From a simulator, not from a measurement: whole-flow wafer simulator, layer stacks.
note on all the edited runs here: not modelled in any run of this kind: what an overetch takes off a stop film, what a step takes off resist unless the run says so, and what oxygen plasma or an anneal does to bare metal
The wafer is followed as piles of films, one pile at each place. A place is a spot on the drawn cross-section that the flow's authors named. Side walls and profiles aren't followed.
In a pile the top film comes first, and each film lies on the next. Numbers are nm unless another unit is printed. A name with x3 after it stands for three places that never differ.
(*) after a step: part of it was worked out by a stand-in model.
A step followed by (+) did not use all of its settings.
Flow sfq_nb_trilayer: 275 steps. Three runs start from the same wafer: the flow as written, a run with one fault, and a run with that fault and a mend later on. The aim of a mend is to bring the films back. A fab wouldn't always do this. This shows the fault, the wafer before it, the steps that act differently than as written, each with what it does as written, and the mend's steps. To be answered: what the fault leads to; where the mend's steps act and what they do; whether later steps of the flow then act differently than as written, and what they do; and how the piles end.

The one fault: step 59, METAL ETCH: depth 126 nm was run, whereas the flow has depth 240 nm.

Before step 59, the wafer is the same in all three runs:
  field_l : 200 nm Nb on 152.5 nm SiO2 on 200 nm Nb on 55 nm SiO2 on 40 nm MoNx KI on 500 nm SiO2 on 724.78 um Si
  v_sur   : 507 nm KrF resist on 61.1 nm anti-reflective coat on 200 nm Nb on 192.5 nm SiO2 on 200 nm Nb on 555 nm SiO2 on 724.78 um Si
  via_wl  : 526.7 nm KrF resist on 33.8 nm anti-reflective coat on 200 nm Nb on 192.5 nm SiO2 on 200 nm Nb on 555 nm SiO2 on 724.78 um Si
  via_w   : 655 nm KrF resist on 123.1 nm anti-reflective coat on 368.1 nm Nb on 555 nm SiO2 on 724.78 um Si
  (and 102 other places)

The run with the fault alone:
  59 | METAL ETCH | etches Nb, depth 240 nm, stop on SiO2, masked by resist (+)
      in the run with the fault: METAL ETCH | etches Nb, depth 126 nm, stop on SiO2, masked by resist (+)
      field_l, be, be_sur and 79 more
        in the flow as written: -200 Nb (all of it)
        in the run with the fault: -126 Nb
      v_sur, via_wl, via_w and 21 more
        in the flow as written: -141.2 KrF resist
        in the run with the fault: -74.1 KrF resist
  Steps later in the flow that act otherwise than as written:
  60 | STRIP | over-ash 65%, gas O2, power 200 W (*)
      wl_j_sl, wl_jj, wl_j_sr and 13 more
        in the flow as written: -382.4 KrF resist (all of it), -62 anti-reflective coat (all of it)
        in the run with the fault: -449.4 KrF resist (all of it), -62 anti-reflective coat (all of it)
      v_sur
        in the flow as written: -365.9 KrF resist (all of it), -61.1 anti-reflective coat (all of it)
        in the run with the fault: -432.9 KrF resist (all of it), -61.1 anti-reflective coat (all of it)
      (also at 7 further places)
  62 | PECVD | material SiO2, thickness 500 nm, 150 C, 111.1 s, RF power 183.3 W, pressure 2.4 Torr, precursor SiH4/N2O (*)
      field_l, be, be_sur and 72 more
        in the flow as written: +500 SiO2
        in the run with the fault: +500 SiO2 (new film)
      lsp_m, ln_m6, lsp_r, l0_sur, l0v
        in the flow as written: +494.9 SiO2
        in the run with the fault: +500 SiO2 (new film)
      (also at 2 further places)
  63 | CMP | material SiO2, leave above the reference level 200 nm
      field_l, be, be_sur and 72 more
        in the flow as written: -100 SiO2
        in the run with the fault: -174 SiO2
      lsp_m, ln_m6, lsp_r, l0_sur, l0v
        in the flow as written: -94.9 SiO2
        in the run with the fault: -174 SiO2
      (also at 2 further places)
  At field_l, be, be_sur and 79 more, the piles at the end differ from the flow's by more than 2% or 0.5 nm, whichever is larger.
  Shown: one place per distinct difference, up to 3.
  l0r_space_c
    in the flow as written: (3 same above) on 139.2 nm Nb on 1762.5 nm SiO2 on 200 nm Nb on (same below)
    in the run with the fault: (3 same above) on 139.2 nm Nb on 1496 nm SiO2 on 74 nm Nb on 192.5 nm SiO2 on 200 nm Nb on (same below)
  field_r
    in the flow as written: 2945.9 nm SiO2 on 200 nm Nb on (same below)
    in the run with the fault: 2679.4 nm SiO2 on 74 nm Nb on 192.5 nm SiO2 on 200 nm Nb on (same below)
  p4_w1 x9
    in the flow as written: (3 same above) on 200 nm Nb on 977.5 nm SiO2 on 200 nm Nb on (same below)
    in the run with the fault: (3 same above) on 200 nm Nb on 711 nm SiO2 on 74 nm Nb on 192.5 nm SiO2 on 200 nm Nb on (same below)

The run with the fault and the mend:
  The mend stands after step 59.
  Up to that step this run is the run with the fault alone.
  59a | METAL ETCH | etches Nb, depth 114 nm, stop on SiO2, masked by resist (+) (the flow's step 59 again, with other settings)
      field_l, be, be_sur and 79 more
        -74 Nb (all of it)
      v_sur, via_wl, via_w and 21 more
        -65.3 KrF resist
  Later steps of the flow that are run all act as written at every place that is followed, up to a difference of at most 2% or 0.5 nm, whichever is larger.
  At every place that both follow, the piles at the end match the flow's.
